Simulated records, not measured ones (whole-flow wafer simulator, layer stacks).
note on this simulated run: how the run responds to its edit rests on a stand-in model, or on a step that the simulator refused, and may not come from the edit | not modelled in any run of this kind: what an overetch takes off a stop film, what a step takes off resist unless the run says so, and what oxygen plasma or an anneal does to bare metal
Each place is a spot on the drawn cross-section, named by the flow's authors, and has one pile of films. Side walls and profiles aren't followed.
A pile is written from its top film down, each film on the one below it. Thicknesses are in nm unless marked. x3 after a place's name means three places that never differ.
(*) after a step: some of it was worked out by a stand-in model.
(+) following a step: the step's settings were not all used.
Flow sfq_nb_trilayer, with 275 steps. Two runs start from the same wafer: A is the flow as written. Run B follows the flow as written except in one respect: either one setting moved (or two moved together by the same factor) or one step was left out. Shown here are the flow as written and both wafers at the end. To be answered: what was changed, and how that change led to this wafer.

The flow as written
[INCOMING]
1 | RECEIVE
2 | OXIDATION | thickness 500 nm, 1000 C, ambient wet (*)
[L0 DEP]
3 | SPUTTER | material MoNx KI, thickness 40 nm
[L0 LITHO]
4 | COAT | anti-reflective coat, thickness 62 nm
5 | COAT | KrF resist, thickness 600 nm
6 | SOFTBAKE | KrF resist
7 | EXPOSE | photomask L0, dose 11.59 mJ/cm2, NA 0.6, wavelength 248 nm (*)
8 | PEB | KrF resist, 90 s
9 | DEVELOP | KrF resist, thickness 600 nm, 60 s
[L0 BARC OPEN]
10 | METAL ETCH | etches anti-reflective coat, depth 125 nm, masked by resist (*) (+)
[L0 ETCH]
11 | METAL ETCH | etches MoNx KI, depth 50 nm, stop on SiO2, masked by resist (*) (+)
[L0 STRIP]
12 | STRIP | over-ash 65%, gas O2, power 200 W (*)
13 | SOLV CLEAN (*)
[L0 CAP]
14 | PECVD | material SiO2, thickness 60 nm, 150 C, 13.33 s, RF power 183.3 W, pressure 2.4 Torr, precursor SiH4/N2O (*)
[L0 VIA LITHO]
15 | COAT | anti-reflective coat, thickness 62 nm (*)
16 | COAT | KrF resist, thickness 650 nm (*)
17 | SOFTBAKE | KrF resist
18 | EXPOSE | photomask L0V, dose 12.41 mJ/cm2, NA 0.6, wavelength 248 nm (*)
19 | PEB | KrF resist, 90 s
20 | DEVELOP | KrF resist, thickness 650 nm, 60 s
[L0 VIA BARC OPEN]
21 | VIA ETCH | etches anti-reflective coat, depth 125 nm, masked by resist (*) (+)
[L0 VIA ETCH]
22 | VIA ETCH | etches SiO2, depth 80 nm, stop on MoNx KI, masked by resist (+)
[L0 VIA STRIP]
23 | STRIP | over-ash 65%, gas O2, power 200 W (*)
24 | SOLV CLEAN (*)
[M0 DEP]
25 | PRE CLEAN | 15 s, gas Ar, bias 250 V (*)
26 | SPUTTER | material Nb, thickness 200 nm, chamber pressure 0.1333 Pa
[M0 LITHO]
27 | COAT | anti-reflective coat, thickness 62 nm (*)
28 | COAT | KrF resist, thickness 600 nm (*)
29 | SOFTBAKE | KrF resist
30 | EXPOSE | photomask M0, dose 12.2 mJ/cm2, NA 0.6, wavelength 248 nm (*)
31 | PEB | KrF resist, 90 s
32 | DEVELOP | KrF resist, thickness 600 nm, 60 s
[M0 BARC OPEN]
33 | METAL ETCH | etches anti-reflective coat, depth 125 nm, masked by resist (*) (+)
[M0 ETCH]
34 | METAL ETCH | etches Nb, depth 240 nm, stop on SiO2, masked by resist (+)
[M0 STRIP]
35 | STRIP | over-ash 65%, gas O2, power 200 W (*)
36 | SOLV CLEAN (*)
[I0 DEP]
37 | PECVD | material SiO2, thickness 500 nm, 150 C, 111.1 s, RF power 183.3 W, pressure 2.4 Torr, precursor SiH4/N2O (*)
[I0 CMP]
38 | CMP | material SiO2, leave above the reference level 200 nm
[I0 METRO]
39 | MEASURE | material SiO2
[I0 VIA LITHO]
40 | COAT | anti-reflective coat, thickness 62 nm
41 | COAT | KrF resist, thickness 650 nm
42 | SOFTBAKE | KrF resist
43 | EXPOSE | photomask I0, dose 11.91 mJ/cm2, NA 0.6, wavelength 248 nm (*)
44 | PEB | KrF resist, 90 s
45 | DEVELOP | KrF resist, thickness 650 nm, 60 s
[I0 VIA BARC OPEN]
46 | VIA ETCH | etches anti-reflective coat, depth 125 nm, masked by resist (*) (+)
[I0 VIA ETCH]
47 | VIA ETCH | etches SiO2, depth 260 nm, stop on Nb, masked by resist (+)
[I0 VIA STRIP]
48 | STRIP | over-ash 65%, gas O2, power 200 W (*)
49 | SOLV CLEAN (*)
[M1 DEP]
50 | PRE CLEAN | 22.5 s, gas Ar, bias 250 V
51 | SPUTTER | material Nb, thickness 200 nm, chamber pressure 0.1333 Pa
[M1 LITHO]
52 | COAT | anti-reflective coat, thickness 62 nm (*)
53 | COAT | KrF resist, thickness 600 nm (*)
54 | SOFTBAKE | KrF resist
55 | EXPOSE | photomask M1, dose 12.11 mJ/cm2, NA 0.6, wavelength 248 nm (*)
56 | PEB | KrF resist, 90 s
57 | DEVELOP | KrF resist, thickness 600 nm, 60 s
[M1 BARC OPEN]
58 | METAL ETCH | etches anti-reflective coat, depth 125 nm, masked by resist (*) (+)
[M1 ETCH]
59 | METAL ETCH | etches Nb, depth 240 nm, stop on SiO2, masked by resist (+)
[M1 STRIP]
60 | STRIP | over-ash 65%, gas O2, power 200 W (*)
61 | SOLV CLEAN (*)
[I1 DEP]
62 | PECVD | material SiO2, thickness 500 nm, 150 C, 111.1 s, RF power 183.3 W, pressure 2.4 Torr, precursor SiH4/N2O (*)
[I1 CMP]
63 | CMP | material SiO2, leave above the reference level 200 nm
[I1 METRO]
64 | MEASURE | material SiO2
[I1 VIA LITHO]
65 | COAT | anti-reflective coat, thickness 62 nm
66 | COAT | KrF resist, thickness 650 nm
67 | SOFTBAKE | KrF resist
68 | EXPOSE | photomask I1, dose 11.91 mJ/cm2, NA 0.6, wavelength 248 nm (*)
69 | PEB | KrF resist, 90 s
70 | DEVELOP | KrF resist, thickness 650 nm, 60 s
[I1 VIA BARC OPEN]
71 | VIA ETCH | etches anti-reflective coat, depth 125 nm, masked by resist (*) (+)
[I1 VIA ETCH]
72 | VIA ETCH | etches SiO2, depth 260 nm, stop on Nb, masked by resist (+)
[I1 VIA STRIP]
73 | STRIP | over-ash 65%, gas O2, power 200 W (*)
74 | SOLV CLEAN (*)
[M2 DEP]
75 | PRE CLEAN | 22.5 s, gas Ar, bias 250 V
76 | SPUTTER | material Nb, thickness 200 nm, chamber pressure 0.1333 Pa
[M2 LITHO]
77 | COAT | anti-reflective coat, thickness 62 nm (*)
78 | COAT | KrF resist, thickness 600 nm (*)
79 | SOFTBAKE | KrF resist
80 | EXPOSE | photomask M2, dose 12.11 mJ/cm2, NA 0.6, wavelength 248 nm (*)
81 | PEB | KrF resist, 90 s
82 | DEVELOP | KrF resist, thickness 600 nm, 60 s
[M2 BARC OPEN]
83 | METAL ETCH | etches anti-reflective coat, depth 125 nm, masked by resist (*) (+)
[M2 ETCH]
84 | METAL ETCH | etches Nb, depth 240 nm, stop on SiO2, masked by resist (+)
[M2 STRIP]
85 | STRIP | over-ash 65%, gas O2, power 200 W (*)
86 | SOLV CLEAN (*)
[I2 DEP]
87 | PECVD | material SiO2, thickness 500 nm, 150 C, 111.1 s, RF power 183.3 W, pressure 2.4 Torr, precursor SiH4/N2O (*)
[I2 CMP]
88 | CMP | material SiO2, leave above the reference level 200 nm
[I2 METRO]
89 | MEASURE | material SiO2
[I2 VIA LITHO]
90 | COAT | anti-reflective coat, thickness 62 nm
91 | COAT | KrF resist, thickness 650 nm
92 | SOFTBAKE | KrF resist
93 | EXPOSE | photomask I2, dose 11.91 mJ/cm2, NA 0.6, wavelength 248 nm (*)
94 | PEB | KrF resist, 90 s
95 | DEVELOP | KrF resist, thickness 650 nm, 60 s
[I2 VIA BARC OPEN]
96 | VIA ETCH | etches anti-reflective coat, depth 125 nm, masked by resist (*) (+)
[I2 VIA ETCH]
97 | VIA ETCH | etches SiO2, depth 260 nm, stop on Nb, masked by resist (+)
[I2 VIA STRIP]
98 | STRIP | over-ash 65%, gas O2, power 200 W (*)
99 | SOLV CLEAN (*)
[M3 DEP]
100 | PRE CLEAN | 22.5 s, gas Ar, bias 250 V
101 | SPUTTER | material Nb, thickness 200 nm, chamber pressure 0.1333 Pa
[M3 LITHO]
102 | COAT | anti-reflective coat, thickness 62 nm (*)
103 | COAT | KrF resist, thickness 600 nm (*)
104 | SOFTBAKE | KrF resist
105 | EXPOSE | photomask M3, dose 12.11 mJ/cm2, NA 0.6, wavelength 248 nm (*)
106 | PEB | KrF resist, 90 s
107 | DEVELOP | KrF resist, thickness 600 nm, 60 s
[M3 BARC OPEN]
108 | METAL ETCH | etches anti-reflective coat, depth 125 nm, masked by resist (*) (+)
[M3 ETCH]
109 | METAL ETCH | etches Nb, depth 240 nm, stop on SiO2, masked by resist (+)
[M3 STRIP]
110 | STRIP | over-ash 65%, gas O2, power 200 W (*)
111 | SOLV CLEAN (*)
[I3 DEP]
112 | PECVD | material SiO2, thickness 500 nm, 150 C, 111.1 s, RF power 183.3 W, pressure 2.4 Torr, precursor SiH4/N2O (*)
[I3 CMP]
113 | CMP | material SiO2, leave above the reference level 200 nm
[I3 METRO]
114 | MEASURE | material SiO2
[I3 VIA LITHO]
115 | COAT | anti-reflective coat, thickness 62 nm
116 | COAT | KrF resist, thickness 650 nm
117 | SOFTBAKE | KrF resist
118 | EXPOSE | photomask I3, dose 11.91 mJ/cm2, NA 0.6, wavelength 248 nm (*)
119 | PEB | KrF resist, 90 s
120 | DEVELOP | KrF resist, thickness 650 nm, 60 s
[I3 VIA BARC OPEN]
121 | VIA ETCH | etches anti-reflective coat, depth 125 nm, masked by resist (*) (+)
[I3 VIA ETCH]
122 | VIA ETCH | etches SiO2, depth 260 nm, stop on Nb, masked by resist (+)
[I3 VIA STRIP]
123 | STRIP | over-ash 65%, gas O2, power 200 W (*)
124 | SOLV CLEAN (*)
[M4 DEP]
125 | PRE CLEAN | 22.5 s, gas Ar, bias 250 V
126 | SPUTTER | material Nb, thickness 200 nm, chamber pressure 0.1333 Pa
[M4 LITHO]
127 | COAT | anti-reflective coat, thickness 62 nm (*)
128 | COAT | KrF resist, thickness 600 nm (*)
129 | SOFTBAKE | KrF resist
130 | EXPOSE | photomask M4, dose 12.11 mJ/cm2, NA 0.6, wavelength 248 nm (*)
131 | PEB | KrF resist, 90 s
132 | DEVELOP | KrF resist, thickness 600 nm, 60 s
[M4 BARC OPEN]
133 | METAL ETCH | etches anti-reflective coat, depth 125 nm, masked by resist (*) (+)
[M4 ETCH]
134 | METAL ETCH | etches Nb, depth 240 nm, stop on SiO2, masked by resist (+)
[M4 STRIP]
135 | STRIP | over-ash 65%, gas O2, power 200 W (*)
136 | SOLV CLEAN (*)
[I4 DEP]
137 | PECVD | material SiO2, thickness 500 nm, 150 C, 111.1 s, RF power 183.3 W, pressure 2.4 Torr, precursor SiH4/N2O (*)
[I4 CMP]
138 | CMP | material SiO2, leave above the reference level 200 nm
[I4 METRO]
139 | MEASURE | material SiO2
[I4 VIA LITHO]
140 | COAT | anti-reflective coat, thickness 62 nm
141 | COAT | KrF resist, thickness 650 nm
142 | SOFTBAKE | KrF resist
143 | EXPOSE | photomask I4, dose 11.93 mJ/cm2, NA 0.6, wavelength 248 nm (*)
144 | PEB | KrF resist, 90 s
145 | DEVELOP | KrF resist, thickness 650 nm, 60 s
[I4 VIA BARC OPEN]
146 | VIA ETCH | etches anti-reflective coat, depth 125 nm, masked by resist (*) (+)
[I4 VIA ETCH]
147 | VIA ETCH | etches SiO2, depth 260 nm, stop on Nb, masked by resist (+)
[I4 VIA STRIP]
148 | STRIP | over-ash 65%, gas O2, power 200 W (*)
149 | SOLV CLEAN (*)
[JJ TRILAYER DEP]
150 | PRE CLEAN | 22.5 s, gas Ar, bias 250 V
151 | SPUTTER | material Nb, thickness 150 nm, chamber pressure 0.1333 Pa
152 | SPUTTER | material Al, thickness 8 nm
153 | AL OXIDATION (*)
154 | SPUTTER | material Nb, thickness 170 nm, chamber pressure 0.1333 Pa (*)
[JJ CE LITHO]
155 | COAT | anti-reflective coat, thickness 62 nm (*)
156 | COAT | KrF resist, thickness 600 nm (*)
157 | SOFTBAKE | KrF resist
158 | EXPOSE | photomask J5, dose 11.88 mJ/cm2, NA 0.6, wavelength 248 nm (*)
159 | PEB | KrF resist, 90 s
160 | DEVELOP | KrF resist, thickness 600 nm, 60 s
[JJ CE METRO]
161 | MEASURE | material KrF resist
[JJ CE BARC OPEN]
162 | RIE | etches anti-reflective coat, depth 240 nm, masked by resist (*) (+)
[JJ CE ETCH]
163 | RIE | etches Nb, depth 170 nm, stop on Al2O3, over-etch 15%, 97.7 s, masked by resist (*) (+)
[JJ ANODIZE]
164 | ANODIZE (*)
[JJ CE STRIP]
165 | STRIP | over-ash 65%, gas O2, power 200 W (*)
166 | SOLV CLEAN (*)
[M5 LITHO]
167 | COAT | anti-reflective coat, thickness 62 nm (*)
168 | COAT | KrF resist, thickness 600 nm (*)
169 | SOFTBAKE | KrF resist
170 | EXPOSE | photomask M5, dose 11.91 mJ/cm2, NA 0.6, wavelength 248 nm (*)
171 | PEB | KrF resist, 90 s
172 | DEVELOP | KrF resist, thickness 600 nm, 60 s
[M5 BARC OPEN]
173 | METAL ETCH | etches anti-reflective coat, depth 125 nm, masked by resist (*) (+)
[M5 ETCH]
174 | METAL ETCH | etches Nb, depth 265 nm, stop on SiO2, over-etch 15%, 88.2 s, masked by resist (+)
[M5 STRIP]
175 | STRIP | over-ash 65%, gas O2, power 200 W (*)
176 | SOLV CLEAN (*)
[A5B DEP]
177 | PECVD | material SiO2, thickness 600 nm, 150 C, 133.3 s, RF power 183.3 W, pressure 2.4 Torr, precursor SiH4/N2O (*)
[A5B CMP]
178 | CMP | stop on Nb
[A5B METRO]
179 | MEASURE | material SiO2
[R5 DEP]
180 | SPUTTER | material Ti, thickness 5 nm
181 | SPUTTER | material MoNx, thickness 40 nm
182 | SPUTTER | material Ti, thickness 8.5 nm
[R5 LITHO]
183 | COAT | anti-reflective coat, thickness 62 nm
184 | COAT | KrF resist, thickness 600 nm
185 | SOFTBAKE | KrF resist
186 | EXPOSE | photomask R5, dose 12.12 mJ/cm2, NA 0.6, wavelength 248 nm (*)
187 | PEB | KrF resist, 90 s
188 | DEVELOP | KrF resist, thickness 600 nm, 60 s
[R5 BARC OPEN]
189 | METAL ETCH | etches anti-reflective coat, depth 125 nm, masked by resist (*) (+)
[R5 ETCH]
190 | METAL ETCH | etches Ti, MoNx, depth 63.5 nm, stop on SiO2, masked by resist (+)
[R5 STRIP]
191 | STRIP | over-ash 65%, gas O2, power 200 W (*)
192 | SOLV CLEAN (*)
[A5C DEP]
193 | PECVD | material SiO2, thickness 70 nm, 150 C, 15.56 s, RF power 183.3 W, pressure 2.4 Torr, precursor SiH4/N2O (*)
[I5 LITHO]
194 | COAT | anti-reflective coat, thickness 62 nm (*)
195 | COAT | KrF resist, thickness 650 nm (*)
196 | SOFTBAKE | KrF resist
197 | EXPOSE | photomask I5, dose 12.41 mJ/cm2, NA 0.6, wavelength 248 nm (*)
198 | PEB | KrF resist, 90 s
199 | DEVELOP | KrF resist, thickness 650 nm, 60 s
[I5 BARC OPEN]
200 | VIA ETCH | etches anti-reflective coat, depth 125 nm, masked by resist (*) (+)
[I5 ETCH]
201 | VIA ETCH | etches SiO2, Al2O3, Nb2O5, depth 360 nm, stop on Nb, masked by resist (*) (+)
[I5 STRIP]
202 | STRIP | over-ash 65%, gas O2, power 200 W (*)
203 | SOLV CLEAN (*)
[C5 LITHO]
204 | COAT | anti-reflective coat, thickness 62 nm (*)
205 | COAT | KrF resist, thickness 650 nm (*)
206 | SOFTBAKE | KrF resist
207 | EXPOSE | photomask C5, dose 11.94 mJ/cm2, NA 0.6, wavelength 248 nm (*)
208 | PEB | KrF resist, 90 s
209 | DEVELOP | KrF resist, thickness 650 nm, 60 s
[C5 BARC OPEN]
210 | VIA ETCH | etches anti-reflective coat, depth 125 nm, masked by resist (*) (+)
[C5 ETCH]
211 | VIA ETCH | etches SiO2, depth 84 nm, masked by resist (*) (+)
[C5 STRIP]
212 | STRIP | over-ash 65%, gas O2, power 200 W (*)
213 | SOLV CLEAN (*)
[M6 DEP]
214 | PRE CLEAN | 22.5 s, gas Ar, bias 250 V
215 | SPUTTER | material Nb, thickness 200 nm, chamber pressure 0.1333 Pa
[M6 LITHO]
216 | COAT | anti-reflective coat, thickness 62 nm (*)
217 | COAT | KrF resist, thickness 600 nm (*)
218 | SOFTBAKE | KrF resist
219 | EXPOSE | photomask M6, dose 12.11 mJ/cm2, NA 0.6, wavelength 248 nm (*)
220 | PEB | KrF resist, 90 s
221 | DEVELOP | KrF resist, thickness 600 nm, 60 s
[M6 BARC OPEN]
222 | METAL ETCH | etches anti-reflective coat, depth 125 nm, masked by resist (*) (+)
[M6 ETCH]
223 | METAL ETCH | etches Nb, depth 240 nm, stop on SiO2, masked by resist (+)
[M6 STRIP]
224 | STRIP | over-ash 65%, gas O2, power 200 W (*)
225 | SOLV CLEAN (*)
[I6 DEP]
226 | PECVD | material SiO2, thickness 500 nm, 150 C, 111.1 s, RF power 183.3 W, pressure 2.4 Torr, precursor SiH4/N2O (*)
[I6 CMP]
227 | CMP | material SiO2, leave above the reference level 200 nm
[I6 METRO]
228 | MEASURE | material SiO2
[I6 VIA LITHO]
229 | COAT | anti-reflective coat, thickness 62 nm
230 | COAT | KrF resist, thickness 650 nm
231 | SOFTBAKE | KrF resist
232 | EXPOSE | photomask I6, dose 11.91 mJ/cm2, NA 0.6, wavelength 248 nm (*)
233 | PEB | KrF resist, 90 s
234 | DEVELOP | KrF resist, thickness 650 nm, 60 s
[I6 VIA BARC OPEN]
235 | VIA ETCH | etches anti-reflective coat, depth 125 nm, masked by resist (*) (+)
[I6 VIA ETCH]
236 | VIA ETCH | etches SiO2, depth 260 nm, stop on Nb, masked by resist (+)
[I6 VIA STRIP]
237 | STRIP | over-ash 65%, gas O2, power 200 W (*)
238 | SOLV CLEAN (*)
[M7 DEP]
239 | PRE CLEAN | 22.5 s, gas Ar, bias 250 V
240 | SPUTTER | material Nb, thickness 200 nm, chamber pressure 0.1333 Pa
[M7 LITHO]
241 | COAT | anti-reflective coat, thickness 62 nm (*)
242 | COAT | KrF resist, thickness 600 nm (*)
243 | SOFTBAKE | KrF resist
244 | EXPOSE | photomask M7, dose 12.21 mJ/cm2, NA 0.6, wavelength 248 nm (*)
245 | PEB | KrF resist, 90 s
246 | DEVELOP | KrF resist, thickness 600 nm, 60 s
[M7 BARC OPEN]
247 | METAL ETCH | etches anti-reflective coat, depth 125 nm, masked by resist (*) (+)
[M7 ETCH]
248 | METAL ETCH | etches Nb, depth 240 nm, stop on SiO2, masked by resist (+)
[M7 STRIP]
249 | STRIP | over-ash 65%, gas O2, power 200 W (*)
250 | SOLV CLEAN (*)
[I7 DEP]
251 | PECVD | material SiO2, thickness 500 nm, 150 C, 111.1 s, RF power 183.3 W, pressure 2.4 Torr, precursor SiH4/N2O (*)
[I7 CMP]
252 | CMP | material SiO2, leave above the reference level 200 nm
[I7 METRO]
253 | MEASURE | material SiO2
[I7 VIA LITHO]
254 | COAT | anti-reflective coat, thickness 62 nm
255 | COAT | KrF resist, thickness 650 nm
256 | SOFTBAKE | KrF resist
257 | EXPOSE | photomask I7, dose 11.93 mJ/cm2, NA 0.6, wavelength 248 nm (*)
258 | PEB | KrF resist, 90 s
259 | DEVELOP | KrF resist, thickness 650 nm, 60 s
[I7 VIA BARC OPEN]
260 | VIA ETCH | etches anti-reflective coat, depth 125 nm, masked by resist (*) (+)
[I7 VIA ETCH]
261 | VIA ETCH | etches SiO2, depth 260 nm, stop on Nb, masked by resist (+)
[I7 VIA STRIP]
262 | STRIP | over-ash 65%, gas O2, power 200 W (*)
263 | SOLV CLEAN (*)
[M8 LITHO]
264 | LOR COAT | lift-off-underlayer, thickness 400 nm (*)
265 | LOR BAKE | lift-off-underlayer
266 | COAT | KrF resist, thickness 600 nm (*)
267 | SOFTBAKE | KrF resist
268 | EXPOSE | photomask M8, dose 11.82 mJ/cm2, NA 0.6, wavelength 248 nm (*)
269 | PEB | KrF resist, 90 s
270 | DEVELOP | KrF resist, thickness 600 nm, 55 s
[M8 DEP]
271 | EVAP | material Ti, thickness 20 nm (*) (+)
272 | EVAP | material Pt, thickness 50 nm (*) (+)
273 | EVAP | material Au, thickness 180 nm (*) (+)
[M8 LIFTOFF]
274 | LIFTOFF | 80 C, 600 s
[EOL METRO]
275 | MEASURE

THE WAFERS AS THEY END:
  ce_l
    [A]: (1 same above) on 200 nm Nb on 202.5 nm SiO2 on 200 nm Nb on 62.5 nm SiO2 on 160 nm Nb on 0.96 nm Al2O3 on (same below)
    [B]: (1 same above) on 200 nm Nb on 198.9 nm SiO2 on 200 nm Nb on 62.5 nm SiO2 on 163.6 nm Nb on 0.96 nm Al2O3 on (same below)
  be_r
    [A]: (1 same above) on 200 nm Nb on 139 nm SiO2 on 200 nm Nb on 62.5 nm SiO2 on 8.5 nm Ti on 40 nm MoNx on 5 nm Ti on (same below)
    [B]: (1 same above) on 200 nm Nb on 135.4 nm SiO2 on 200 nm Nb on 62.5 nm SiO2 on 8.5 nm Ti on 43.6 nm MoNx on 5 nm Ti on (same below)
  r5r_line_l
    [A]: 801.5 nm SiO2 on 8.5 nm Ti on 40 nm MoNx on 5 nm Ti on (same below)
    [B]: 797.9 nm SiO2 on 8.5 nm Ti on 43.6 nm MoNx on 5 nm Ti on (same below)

Cause: step 181, SPUTTER: thickness 43.6 nm was run, whereas the flow has thickness 40 nm.
The wafer itself shows it: be_r has MoNx 43.6, and step 181 as written asks for 40 nm.

How this came from the change, step by step:
  181 | SPUTTER | material MoNx, thickness 40 nm
      field_l, v_sur, via_wl and 103 more: A +40 MoNx (new film) | B +43.6 MoNx (new film)
  190 | METAL ETCH | etches Ti, MoNx, depth 63.5 nm, stop on SiO2, masked by resist (+)
      field_l, v_sur, via_wl and 92 more: A -8.5 Ti (all of it), -40 MoNx (all of it), -5 Ti (all of it) | B -8.5 Ti (all of it), -43.6 MoNx (all of it), -5 Ti (all of it)
      ce_l, c5j, ce_r, wl_jj: A -8.5 Ti (all of it), -40 MoNx (all of it), -5 Ti (all of it), -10 Nb | B -8.5 Ti (all of it), -43.6 MoNx (all of it), -5 Ti (all of it), -6.4 Nb
  194 | COAT | anti-reflective coat, thickness 62 nm (*)
      ce_l: A +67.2 anti-reflective coat (new film) | B +65.6 anti-reflective coat (new film)
      ce_r: A +68.1 anti-reflective coat (new film) | B +66.3 anti-reflective coat (new film)
  202 | STRIP | over-ash 65%, gas O2, power 200 W (*)
      ce_l: A -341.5 KrF resist (all of it), -67.2 anti-reflective coat (all of it) | B -340.5 KrF resist (all of it), -65.6 anti-reflective coat (all of it)
      ce_r: A -346.1 KrF resist (all of it), -68.1 anti-reflective coat (all of it) | B -345.6 KrF resist (all of it), -66.3 anti-reflective coat (all of it)
  204 | COAT | anti-reflective coat, thickness 62 nm (*)
      ce_l: A +66 anti-reflective coat (new film) | B +64.4 anti-reflective coat (new film)
      ce_r: A +67.2 anti-reflective coat (new film) | B +65.4 anti-reflective coat (new film)
  212 | STRIP | over-ash 65%, gas O2, power 200 W (*)
      ce_l: A -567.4 KrF resist (all of it), -66 anti-reflective coat (all of it) | B -566.7 KrF resist (all of it), -64.4 anti-reflective coat (all of it)
      ce_r: A -573.7 KrF resist (all of it), -67.2 anti-reflective coat (all of it) | B -573.6 KrF resist (all of it), -65.4 anti-reflective coat (all of it)
  216 | COAT | anti-reflective coat, thickness 62 nm (*)
      r5r_spacepad_l, r5r_spacepad_r: A +85.7 anti-reflective coat (new film) | B +87.5 anti-reflective coat (new film)
      ce_l: A +48 anti-reflective coat (new film) | B +46.9 anti-reflective coat (new film)
      (and at 2 other places as well)
  222 | METAL ETCH | etches anti-reflective coat, depth 125 nm, masked by resist (*) (+)
      r5r_spacepad_l, r5r_spacepad_r: A -85.7 anti-reflective coat (all of it) | B -87.5 anti-reflective coat (all of it)
  224 | STRIP | over-ash 65%, gas O2, power 200 W (*)
      ce_l: A -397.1 KrF resist (all of it), -48 anti-reflective coat (all of it) | B -395.7 KrF resist (all of it), -46.9 anti-reflective coat (all of it)
      ce_r: A -403.5 KrF resist (all of it), -48.8 anti-reflective coat (all of it) | B -402.6 KrF resist (all of it), -47.6 anti-reflective coat (all of it)
      (and at 1 other place as well)
  227 | CMP | material SiO2, leave above the reference level 200 nm
      r5r_line_l, r5r_spacepad_l, r5r_spacepad_r, r5r_line_c, r5r_line_r: A -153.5 SiO2 | B -157.1 SiO2
